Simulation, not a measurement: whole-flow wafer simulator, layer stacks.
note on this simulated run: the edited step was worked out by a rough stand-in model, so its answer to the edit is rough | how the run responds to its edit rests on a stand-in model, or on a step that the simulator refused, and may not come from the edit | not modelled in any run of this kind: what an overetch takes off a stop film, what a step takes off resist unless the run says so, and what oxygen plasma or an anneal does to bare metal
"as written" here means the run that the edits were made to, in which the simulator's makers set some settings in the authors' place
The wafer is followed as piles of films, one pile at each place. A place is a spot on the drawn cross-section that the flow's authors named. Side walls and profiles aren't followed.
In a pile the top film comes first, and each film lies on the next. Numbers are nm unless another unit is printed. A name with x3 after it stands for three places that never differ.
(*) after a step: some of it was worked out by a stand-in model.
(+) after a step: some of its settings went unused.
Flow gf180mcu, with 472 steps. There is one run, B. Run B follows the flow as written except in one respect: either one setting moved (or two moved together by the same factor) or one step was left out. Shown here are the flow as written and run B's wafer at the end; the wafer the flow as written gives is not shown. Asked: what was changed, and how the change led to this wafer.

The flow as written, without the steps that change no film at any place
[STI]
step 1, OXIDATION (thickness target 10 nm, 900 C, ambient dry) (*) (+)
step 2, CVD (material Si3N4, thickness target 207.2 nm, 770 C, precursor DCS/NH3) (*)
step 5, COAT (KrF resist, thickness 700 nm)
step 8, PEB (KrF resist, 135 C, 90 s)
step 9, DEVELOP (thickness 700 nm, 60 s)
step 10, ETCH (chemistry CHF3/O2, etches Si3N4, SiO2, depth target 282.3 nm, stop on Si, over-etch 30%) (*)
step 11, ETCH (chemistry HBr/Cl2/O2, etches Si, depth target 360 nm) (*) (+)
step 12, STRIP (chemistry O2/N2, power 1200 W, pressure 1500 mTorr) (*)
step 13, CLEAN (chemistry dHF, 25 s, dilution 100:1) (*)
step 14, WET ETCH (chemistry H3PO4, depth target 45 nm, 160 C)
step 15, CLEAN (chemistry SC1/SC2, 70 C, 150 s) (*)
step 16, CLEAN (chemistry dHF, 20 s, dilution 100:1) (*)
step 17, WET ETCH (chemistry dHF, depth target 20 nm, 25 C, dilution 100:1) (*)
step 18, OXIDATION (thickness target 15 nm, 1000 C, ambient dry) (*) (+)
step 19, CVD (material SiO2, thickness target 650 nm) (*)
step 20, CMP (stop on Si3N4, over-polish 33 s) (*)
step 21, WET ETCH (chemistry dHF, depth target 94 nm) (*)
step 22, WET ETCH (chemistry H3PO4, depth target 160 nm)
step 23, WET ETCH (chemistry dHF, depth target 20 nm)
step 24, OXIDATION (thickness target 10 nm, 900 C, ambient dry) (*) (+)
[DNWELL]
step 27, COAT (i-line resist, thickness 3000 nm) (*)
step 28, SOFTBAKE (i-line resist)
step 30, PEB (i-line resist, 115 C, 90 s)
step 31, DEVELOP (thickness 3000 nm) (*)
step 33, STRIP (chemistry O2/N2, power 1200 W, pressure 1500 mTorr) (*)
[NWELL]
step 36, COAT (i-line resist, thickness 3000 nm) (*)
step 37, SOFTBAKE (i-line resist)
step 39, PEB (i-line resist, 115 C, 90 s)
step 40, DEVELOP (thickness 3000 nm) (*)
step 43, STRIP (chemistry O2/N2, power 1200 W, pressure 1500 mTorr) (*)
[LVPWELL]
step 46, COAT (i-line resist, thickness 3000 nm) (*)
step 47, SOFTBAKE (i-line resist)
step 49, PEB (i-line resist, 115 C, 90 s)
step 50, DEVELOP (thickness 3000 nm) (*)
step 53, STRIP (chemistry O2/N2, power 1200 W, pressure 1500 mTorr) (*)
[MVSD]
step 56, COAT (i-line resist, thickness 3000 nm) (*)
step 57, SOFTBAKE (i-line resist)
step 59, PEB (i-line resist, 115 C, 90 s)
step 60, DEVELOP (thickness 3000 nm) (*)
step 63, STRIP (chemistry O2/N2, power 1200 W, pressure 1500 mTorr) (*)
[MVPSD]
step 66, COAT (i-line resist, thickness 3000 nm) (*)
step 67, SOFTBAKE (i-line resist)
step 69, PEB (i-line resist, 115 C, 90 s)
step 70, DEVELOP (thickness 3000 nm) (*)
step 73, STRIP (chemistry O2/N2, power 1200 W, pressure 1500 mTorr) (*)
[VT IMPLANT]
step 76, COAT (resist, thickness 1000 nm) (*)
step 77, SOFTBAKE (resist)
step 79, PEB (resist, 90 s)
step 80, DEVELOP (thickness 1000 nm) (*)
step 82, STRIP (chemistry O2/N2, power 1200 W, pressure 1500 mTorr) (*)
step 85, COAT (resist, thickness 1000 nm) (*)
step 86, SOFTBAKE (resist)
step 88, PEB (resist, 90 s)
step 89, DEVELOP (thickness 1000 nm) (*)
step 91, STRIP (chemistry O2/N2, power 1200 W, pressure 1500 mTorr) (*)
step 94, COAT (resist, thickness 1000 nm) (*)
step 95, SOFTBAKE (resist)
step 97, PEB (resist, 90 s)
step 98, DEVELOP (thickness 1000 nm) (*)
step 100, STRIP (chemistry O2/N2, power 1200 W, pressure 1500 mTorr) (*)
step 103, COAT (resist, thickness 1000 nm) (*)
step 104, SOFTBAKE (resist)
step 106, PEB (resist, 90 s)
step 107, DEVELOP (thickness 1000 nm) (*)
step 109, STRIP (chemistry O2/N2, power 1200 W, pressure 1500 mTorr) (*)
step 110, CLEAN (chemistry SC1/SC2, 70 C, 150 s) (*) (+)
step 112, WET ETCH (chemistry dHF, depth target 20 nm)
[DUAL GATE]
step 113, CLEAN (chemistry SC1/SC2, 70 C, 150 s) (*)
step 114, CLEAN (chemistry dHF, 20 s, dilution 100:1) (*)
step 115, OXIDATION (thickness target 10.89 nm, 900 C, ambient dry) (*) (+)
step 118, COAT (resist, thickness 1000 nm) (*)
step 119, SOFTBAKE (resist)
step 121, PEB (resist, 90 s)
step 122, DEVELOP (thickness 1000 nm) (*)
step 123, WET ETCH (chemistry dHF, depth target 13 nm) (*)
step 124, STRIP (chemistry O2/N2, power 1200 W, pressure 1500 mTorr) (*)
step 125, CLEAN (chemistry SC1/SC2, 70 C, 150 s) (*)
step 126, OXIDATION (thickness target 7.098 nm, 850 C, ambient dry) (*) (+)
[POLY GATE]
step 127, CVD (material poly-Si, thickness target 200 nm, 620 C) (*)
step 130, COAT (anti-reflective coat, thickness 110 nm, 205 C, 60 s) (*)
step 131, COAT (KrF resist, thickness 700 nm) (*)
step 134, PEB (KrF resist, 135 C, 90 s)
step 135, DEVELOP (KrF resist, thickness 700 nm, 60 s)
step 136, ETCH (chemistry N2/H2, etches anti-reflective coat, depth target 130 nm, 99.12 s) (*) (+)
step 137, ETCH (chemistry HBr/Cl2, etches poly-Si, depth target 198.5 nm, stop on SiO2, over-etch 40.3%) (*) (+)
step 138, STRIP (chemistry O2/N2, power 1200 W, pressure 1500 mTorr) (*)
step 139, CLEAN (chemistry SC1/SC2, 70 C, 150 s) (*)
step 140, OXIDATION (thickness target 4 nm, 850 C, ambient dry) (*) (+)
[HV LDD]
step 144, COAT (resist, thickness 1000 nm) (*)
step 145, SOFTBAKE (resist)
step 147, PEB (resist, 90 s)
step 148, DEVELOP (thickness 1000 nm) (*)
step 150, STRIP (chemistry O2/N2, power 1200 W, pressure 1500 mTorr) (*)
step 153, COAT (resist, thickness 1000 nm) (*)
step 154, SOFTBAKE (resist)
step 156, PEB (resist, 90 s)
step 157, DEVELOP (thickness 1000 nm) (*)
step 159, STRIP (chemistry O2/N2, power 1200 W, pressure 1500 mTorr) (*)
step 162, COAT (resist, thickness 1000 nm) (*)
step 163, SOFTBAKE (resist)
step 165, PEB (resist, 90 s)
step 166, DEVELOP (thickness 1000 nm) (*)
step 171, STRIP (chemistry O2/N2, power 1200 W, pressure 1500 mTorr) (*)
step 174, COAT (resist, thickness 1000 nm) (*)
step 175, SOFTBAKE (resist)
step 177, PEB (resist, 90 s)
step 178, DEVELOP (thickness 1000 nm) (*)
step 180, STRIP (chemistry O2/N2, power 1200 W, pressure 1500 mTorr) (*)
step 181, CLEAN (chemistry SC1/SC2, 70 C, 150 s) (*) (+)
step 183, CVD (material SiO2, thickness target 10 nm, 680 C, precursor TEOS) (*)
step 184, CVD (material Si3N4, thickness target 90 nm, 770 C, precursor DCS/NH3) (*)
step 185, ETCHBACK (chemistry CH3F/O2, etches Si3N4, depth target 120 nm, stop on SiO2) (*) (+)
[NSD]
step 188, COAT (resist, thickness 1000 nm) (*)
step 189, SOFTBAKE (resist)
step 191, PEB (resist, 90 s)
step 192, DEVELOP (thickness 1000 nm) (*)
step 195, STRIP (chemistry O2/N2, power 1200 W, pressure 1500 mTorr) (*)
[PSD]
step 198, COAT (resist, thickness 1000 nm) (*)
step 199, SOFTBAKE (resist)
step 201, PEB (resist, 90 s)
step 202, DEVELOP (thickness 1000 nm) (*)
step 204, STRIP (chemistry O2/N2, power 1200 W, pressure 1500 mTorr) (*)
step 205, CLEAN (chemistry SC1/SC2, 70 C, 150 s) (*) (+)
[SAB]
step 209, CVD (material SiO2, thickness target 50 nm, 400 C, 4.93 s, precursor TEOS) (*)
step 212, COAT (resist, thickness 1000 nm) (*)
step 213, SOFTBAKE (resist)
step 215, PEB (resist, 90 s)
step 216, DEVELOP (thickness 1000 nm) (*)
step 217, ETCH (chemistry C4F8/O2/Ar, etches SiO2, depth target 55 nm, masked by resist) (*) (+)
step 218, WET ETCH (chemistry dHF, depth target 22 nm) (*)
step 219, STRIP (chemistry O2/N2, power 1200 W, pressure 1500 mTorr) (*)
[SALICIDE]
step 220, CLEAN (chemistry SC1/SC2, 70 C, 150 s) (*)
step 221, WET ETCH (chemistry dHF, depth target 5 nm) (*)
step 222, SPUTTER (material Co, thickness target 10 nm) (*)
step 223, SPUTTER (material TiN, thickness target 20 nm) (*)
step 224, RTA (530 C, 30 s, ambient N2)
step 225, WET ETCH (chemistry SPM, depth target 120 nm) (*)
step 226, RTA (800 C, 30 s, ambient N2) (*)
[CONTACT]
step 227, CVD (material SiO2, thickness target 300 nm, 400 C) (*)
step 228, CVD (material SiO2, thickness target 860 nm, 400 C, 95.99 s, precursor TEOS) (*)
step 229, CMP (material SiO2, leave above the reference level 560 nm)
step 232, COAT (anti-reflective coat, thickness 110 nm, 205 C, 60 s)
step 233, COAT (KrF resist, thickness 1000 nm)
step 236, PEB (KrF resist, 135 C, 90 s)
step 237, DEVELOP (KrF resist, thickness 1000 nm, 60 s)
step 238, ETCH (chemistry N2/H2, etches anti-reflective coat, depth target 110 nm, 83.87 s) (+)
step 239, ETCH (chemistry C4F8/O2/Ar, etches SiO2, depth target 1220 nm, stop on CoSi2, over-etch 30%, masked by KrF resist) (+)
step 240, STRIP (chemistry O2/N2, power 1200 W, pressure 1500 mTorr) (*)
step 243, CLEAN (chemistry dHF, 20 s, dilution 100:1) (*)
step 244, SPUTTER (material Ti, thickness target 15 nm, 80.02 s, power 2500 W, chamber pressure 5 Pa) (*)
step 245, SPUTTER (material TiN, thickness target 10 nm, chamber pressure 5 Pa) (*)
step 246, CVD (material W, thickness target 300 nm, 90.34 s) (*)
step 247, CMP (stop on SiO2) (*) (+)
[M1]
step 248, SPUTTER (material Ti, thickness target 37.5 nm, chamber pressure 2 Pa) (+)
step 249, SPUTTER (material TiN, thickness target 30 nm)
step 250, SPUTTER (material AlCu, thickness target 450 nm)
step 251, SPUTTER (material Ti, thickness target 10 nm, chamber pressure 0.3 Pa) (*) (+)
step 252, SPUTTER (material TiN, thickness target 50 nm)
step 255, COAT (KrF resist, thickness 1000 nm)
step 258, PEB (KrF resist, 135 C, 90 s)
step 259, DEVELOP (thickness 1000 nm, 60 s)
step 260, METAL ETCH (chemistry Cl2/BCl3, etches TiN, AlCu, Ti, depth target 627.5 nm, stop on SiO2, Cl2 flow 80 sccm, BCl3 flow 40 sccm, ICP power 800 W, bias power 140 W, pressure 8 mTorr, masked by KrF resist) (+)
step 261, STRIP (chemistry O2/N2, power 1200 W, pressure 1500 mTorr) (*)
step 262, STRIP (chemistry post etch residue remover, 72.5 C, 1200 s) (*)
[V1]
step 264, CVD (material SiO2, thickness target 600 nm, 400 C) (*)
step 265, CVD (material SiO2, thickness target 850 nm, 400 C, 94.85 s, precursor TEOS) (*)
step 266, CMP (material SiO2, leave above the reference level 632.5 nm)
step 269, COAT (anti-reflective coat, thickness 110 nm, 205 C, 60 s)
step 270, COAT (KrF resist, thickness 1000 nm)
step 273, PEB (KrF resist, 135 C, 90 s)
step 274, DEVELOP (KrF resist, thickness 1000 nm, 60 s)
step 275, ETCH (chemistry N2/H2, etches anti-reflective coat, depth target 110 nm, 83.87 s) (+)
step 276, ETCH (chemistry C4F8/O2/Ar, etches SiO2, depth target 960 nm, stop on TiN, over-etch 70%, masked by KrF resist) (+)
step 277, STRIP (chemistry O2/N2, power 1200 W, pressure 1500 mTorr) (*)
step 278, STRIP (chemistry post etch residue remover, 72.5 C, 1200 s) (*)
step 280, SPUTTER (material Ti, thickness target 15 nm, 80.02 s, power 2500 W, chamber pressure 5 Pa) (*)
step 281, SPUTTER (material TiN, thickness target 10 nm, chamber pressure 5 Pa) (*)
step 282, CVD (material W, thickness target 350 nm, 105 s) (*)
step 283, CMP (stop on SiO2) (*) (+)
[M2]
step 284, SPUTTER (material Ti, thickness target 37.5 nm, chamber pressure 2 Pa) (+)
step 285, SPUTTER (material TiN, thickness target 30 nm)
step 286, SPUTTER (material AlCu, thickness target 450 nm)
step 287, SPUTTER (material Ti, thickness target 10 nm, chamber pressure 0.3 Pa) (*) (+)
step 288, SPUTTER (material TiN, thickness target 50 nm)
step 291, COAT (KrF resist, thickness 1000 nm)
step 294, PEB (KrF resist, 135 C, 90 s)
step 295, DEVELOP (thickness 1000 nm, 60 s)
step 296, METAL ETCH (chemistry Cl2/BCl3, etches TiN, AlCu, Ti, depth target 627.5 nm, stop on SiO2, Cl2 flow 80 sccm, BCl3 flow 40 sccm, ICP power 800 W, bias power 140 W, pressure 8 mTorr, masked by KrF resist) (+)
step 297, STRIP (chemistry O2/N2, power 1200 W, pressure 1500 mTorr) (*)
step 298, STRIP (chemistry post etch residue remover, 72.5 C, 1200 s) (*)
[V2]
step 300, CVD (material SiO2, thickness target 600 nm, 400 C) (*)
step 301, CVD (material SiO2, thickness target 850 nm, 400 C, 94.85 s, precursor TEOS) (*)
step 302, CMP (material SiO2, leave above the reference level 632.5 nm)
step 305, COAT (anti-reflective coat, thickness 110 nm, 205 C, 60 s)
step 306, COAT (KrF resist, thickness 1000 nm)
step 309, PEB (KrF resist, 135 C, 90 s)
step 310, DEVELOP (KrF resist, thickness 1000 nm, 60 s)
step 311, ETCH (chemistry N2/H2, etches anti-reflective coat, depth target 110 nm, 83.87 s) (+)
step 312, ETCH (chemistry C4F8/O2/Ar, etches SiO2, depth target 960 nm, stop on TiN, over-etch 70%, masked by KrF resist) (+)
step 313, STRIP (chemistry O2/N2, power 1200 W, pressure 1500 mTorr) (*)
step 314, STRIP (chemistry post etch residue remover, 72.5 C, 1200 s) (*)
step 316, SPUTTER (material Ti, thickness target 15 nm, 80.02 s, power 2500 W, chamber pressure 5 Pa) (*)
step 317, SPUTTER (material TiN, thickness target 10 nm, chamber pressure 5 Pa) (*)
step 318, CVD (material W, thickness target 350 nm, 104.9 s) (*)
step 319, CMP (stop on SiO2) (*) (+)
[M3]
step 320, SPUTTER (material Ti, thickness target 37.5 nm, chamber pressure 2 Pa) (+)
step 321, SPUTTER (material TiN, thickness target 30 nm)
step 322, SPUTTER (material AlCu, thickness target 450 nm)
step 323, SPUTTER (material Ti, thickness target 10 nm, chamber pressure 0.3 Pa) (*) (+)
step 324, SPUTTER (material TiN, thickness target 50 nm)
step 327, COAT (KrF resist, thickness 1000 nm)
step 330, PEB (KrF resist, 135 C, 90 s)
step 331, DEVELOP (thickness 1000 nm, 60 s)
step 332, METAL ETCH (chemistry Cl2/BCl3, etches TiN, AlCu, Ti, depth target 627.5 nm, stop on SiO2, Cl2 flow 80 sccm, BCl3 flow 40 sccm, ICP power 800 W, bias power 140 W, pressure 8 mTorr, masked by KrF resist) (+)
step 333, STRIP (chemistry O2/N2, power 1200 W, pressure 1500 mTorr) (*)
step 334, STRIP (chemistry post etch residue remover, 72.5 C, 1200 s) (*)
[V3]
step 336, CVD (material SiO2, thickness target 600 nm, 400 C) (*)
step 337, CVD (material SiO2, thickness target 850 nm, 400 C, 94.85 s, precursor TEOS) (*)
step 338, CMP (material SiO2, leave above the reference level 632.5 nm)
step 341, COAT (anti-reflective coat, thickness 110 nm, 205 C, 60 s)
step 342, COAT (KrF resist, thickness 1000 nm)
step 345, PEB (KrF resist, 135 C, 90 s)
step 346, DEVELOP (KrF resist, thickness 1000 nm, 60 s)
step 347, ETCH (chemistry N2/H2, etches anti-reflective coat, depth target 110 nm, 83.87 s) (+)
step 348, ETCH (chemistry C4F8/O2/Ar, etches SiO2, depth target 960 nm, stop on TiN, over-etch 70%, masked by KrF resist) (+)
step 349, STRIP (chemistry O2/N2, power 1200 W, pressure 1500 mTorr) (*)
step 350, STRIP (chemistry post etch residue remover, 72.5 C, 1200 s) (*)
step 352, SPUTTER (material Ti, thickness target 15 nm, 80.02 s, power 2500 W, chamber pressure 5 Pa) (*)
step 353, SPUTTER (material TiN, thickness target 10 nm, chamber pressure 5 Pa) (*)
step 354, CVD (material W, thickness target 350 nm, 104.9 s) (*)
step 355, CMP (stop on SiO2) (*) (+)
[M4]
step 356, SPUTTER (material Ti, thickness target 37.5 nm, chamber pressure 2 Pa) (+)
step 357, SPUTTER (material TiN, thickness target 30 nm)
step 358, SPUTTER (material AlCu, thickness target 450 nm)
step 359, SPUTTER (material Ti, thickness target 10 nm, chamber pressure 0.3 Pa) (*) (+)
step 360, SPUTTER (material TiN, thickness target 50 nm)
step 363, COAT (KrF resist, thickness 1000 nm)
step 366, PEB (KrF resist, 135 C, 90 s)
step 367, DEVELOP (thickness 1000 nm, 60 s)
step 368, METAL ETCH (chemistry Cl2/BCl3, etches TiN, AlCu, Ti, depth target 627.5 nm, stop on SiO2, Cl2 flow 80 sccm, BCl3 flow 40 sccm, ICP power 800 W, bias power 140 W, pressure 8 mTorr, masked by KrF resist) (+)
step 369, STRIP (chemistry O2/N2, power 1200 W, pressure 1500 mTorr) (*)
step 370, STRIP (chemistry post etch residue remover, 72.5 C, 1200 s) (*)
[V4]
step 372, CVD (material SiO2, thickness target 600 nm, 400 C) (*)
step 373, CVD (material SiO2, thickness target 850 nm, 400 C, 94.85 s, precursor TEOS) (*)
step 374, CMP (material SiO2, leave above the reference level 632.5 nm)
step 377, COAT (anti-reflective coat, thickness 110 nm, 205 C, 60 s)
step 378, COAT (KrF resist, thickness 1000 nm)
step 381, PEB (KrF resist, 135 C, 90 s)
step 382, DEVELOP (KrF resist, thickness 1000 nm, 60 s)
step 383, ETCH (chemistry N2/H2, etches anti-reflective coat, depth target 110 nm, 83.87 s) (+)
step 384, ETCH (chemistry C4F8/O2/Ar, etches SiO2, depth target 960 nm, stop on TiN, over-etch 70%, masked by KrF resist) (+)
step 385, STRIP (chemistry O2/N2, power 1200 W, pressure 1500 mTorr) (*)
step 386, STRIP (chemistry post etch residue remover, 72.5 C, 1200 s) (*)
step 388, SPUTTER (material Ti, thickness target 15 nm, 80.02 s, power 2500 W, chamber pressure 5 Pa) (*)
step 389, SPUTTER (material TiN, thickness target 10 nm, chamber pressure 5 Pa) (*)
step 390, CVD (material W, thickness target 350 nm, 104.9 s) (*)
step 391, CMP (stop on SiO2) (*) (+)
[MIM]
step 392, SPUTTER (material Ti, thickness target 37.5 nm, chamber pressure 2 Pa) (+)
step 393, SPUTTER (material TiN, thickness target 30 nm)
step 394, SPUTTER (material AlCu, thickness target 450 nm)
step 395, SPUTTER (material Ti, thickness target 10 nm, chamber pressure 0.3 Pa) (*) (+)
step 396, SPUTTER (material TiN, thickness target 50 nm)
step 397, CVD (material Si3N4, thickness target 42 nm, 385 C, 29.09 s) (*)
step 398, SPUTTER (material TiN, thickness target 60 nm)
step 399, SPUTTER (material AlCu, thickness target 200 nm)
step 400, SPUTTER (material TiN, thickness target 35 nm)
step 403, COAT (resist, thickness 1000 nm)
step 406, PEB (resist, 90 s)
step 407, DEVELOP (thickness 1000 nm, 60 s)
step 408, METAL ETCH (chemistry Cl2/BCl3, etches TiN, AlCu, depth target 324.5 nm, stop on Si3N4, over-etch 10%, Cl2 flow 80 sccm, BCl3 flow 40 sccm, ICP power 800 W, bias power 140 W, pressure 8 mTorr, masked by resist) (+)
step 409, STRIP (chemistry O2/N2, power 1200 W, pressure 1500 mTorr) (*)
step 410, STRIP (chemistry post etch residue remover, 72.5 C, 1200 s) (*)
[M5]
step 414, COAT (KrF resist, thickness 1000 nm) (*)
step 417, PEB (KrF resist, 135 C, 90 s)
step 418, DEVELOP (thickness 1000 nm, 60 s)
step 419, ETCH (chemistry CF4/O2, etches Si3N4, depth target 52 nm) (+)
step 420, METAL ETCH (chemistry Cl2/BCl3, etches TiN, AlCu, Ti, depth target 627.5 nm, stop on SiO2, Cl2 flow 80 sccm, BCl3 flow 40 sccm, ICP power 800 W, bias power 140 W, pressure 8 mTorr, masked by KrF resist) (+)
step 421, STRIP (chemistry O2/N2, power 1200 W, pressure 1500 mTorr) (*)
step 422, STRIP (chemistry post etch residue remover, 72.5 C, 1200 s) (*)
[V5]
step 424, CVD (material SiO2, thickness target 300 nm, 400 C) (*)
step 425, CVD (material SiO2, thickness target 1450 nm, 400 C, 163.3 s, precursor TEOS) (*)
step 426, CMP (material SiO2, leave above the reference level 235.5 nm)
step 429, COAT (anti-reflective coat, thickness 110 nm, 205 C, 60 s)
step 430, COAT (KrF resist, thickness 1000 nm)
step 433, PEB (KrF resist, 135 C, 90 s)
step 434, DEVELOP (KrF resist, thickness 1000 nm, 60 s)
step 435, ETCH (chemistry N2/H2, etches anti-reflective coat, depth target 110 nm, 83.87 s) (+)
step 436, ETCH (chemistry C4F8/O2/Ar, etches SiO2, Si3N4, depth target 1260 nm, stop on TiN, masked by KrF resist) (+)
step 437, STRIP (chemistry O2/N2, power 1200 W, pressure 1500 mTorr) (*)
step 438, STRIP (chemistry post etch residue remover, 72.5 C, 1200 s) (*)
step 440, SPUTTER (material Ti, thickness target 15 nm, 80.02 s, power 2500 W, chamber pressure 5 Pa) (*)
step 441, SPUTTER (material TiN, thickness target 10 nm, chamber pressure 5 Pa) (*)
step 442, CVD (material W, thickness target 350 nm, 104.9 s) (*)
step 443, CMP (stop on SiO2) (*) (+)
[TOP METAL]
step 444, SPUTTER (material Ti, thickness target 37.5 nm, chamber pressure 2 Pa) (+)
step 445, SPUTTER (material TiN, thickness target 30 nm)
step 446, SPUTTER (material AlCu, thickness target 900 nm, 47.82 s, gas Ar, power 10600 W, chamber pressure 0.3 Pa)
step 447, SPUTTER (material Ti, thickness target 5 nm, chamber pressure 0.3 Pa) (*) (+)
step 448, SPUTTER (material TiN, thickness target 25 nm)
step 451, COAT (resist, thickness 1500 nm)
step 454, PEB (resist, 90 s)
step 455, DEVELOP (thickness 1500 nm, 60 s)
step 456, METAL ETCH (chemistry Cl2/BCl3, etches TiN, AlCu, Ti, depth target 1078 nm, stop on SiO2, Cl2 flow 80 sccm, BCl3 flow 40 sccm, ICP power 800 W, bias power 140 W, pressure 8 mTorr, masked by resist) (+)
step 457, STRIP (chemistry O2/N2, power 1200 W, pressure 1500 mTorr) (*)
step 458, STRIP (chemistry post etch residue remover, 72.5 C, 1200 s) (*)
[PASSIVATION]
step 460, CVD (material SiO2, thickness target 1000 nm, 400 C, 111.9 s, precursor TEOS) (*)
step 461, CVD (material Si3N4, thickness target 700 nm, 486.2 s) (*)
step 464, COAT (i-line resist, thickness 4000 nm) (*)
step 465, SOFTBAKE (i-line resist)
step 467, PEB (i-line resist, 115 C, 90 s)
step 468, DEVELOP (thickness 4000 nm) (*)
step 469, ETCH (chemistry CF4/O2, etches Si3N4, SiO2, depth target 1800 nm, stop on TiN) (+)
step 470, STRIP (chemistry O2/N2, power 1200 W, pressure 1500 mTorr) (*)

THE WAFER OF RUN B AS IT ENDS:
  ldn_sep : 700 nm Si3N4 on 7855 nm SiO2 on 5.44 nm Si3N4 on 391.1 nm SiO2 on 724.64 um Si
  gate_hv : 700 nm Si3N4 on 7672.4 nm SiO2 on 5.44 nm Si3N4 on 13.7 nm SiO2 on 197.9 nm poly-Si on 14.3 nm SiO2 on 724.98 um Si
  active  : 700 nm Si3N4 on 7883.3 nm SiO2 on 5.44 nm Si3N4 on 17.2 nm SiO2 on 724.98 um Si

What caused this: step 185, ETCHBACK: depth target 80.4 nm was run, while the flow as written has depth target 120 nm.

Step by step, how the change led to this:
  step 185, ETCHBACK (chemistry CH3F/O2, etches Si3N4, depth target 120 nm, stop on SiO2) (*) (+)
      field, field__w1, field__w2 and 100 more: Si3N4 loses 80.4 (in the flow as written it would be: Si3N4 loses 90 (all of it), SiO2 loses 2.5)
  step 189, SOFTBAKE (resist)
      field__w9: resist loses 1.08 (in the flow as written it would be: resist gains 1.85)
      nw_enc_fld_lv: resist gains 1.62 (in the flow as written it would be: resist gains 0.58)
  step 199, SOFTBAKE (resist)
      field__w9: resist loses 1.08 (in the flow as written it would be: resist gains 1.85)
      nw_enc_fld_lv: resist gains 1.62 (in the flow as written it would be: resist gains 0.58)
  step 205, CLEAN (chemistry SC1/SC2, 70 C, 150 s) (*) (+)
      field, field__w1, field__w2 and 105 more: Si3N4 loses 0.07 (in the flow as written it would be: SiO2 loses 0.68)
  step 209, CVD (material SiO2, thickness target 50 nm, 400 C, 4.93 s, precursor TEOS) (*)
      field, field__w7, field__w8 and 73 more: SiO2 gains 50 (new film) (in the flow as written it would be: SiO2 gains 50)
      field_sub__w1, field_sub__w3, field_sub__w4, field_sub__w5, ld_drift_n: SiO2 gains 48.8 (new film) (in the flow as written it would be: SiO2 gains 48.9)
      (and at 27 other places as well)
  step 217, ETCH (chemistry C4F8/O2/Ar, etches SiO2, depth target 55 nm, masked by resist) (*) (+)
      field, field__w7, field__w8 and 70 more: SiO2 loses 50 (all of it), Si3N4 loses 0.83 (in the flow as written it would be: SiO2 loses 55)
      field_sub__w1, field_sub__w3, field_sub__w4, field_sub__w5, ld_drift_n: SiO2 loses 48.8 (all of it), Si3N4 loses 1.03 (in the flow as written it would be: SiO2 loses 55)
      (and at 21 other places as well)
  step 218, WET ETCH (chemistry dHF, depth target 22 nm) (*)
      gate, gate_hv, gate_p and 23 more: Si3N4 loses 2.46 (in the flow as written it would be: SiO2 loses 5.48 (all of it))
      field, field__w10, sti and 14 more: Si3N4 loses 2.46 (in the flow as written it would be: SiO2 loses 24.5)
      (and at 56 other places as well)
  step 219, STRIP (chemistry O2/N2, power 1200 W, pressure 1500 mTorr) (*)
      gate, gate_hv, gate_p and 23 more: nothing (in the flow as written it would be: chemical SiO2 gains 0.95 (new film), poly-Si loses 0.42)
      active, p_well, sd_n and 20 more: nothing (in the flow as written it would be: chemical SiO2 gains 0.95 (new film), Si loses 0.42)
  step 220, CLEAN (chemistry SC1/SC2, 70 C, 150 s) (*)
      field, field__w1, field__w2 and 47 more: Si3N4 loses 0.07 (in the flow as written it would be: SiO2 loses 0.68)
  step 221, WET ETCH (chemistry dHF, depth target 5 nm) (*)
      active, p_well, gate and 46 more: Si3N4 loses 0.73 (in the flow as written it would be: chemical SiO2 loses 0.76 (all of it))
      field, field__w1, field__w2 and 23 more: Si3N4 loses 0.73 (in the flow as written it would be: SiO2 loses 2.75)
      (and at 24 other places as well)
  step 224, RTA (530 C, 30 s, ambient N2)
      gate, gate_hv, gate_p and 22 more: nothing (in the flow as written it would be: under 1 film: CoSi gains 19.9 (new film), Co loses 10 (all of it), poly-Si loses 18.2)
      active, p_well, sd_n and 11 more: nothing (in the flow as written it would be: under 1 film: CoSi gains 19.9 (new film), Co loses 10 (all of it), Si loses 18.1)
      (and at 10 other places as well)
  step 225, WET ETCH (chemistry SPM, depth target 120 nm) (*)
      active, p_well, gate and 36 more: TiN loses 20 (all of it), Co loses 10 (all of it) (in the flow as written it would be: TiN loses 20 (all of it))
      sd_p: TiN loses 18.3 (all of it), Co loses 9.24 (all of it) (in the flow as written it would be: TiN loses 17.9 (all of it))
      (and at 9 other places as well)
  step 226, RTA (800 C, 30 s, ambient N2) (*)
      gate, gate_hv, gate_p and 22 more: nothing (in the flow as written it would be: CoSi2 gains 35 (new film), CoSi loses 19.9 (all of it), poly-Si loses 18.2)
      active, p_well, sd_n and 11 more: nothing (in the flow as written it would be: CoSi2 gains 35 (new film), CoSi loses 19.9 (all of it), Si loses 18.1)
      (and at 10 other places as well)
  step 227, CVD (material SiO2, thickness target 300 nm, 400 C) (*)
      field, field__w1, field__w2 and 47 more: SiO2 gains 300 (new film) (in the flow as written it would be: SiO2 gains 300)
  step 228, CVD (material SiO2, thickness target 860 nm, 400 C, 95.99 s, precursor TEOS) (*)
      ld_drift_p: SiO2 gains 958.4 (in the flow as written it would be: SiO2 gains 979.3)
  step 229, CMP (material SiO2, leave above the reference level 560 nm)
      ldn_sep__w1, ldn_sep__w2, ldn_dft and 8 more: SiO2 loses 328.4 (in the flow as written it would be: SiO2 loses 311.1)
      sti, mim_1p0, pad, dice_street, iso_nw_fld, iso_fld_sub: SiO2 loses 314.1 (in the flow as written it would be: SiO2 loses 297)
      (and at 57 other places as well)
  ... another 4 steps ...
  step 471, ANNEAL (400 C, 1800 s, ambient N2/H2)
      polyc_n, polyc_p: under 9 films: void gains 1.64 (new film), Ti loses 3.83, TiSi first gains 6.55 (new film), poly-Si loses 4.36 (in the flow as written it would be: nothing)
      contact: under 49 films: void gains 1.62 (new film), Ti loses 3.83, TiSi first gains 6.55 (new film), Si loses 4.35 (in the flow as written it would be: nothing)
If metal films that touch count as one body, gate_hv has 0 bodies; the flow as written gives 1 body.
If metal films that touch count as one body, active has 0 bodies; the flow as written gives 1 body.
